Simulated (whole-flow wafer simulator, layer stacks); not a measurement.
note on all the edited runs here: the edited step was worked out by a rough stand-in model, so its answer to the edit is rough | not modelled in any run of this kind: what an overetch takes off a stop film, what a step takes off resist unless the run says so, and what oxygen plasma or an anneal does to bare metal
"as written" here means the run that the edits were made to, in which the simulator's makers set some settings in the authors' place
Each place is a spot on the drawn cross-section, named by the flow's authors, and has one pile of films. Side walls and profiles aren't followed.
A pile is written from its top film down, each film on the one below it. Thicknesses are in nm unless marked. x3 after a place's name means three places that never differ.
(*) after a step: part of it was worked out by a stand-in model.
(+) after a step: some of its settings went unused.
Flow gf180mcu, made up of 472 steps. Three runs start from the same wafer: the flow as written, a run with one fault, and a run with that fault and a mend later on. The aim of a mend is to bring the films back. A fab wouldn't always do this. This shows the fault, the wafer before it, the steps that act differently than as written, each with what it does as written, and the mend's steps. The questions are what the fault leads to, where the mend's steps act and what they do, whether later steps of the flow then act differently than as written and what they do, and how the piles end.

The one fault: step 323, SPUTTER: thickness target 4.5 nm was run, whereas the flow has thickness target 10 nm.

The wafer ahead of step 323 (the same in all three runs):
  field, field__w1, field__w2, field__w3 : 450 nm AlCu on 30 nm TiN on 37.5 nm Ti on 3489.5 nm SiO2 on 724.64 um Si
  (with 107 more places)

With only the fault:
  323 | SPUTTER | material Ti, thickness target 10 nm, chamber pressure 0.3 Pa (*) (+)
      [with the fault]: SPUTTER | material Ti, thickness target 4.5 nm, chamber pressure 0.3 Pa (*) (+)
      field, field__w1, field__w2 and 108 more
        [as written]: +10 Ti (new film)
        [with the fault]: +4.5 Ti (new film)
  Steps later in the flow that act otherwise than as written (5 more steps, not shown, differ only slightly: by at most 2% or 0.5 nm, whichever is larger):
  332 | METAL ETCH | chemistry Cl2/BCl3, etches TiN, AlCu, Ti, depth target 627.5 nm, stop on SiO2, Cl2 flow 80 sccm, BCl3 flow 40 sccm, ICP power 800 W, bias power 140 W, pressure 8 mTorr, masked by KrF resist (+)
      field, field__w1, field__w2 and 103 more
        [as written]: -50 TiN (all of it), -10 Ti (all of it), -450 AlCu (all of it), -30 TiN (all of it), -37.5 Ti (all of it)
        [with the fault]: -50 TiN (all of it), -4.5 Ti (all of it), -450 AlCu (all of it), -30 TiN (all of it), -37.5 Ti (all of it)
  By the end, the piles at field__w8, contact, m1, m1__w1, m1_nw depart from the flow's by more than 2% or 0.5 nm, whichever is larger.
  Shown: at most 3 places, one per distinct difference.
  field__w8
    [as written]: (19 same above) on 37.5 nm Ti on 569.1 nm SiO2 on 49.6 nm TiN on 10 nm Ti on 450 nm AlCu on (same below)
    [with the fault]: (19 same above) on 37.5 nm Ti on 574.6 nm SiO2 on 49.6 nm TiN on 4.5 nm Ti on 450 nm AlCu on (same below)
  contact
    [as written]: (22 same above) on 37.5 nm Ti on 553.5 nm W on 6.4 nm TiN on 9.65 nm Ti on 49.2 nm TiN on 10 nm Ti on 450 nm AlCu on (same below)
    [with the fault]: (22 same above) on 37.5 nm Ti on 559.1 nm W on 6.38 nm TiN on 9.62 nm Ti on 49.2 nm TiN on 4.5 nm Ti on 450 nm AlCu on (same below)

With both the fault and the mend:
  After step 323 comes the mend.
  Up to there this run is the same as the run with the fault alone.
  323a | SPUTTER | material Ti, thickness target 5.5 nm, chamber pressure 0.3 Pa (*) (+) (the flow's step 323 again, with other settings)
      field, field__w1, field__w2 and 108 more
        +5.5 Ti
  Later steps of the flow that are run all act as written at every place that is followed.
  The piles end the same as the flow's at every place that both follow.
